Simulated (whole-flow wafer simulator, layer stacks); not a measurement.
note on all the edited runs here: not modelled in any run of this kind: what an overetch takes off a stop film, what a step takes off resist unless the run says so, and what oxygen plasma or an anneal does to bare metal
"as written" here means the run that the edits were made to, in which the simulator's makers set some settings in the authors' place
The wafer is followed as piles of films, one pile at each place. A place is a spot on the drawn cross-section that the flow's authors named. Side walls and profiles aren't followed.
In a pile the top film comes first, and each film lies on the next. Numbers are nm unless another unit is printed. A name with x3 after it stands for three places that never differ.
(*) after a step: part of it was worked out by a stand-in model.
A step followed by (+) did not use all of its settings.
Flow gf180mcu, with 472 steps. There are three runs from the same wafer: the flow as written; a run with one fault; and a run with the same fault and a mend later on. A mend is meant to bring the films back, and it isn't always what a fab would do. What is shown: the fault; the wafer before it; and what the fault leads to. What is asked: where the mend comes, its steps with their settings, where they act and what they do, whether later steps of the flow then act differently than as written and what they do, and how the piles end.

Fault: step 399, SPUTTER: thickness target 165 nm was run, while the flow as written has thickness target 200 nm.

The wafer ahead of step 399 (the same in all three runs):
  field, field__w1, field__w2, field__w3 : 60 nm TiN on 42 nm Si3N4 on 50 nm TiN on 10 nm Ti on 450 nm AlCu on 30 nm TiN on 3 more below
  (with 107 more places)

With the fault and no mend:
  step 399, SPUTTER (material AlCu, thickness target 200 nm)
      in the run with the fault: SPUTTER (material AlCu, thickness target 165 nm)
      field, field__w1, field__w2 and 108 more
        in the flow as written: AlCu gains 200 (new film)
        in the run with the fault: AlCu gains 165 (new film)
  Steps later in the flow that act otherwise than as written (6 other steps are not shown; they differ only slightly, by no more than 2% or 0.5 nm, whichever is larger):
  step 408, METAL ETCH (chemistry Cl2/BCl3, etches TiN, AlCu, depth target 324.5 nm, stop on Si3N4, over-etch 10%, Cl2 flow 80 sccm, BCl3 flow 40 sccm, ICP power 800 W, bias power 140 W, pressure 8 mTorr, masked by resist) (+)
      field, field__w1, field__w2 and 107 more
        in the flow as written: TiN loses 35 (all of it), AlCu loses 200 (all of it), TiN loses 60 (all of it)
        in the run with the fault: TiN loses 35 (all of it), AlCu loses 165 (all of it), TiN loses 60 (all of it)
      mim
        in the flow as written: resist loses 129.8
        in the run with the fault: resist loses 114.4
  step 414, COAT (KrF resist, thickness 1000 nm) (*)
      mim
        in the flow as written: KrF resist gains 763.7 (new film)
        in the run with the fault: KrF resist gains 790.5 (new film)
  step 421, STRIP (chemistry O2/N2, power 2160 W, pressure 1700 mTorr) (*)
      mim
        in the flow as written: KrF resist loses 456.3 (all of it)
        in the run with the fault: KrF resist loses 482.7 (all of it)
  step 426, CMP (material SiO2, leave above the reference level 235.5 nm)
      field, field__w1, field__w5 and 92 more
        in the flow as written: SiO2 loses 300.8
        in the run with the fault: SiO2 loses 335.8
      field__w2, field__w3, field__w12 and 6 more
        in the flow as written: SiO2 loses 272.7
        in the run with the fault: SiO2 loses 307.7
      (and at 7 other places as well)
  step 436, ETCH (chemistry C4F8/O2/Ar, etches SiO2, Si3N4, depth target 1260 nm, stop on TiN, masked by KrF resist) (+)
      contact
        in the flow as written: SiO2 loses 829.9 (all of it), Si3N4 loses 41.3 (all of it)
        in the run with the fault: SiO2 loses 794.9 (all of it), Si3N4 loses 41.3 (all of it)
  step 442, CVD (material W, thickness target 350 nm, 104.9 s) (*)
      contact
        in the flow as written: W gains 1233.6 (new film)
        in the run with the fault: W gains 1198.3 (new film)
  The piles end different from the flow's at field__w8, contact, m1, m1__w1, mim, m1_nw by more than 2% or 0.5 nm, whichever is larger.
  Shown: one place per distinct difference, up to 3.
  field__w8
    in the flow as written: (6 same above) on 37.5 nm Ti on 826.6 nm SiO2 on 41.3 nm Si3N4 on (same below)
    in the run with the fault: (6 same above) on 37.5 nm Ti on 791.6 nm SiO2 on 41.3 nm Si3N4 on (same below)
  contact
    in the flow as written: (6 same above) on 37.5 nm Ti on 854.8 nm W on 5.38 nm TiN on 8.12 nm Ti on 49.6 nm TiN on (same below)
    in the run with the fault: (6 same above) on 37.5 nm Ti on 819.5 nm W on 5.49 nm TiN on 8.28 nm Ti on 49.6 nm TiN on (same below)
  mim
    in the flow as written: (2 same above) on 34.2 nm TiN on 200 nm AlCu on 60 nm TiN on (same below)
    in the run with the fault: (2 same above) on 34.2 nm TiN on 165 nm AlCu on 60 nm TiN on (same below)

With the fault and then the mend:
  The mend follows step 399.
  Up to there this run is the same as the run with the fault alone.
  step 399a, SPUTTER (material AlCu, thickness target 35 nm) (a further turn of the flow's step 399, with different settings)
      field, field__w1, field__w2 and 108 more
        AlCu gains 35
  Every later step of the flow that is run acts as written at every place that is followed.
  At every place that both follow, the piles at the end match the flow's.
